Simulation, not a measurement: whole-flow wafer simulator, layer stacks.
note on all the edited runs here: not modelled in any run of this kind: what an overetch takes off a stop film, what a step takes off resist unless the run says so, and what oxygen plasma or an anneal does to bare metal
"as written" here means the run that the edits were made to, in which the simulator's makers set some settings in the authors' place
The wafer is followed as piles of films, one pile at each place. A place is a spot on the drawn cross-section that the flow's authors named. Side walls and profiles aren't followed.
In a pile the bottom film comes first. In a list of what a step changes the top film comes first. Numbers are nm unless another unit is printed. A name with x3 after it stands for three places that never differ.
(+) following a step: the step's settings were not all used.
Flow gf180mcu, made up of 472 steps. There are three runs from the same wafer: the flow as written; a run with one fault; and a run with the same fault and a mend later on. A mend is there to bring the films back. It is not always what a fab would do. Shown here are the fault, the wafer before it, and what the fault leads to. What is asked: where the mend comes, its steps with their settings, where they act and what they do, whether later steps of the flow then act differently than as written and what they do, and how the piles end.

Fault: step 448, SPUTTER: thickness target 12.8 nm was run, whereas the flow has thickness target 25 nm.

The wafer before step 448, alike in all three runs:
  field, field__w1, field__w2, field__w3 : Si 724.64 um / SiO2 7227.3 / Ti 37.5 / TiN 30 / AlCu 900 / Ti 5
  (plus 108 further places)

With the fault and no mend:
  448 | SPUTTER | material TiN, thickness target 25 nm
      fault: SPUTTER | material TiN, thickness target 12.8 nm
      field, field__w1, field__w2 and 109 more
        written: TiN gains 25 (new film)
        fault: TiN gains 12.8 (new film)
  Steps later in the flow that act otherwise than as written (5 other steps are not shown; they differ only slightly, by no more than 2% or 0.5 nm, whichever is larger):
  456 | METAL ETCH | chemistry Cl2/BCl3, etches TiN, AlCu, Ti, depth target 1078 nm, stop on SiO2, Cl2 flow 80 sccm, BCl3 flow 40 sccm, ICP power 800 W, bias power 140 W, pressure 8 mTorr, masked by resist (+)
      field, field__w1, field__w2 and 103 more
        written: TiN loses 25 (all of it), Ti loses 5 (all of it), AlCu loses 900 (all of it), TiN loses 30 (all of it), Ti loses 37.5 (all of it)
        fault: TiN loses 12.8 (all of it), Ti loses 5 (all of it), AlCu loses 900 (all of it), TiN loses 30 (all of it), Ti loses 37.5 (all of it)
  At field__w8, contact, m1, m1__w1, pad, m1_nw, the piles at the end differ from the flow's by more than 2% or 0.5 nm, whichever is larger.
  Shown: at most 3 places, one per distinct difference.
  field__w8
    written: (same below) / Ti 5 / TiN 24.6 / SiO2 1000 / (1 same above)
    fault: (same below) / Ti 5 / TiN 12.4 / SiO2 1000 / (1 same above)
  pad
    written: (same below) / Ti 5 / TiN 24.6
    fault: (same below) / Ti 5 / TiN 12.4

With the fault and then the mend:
  The mend stands after step 448.
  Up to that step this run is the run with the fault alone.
  448a | SPUTTER | material TiN, thickness target 12.2 nm (a further turn of the flow's step 448, with different settings)
      field, field__w1, field__w2 and 109 more
        TiN gains 12.2
  None of the later steps of the flow acts differently than as written at any place that is followed.
  At every place that both follow, the piles at the end match the flow's.
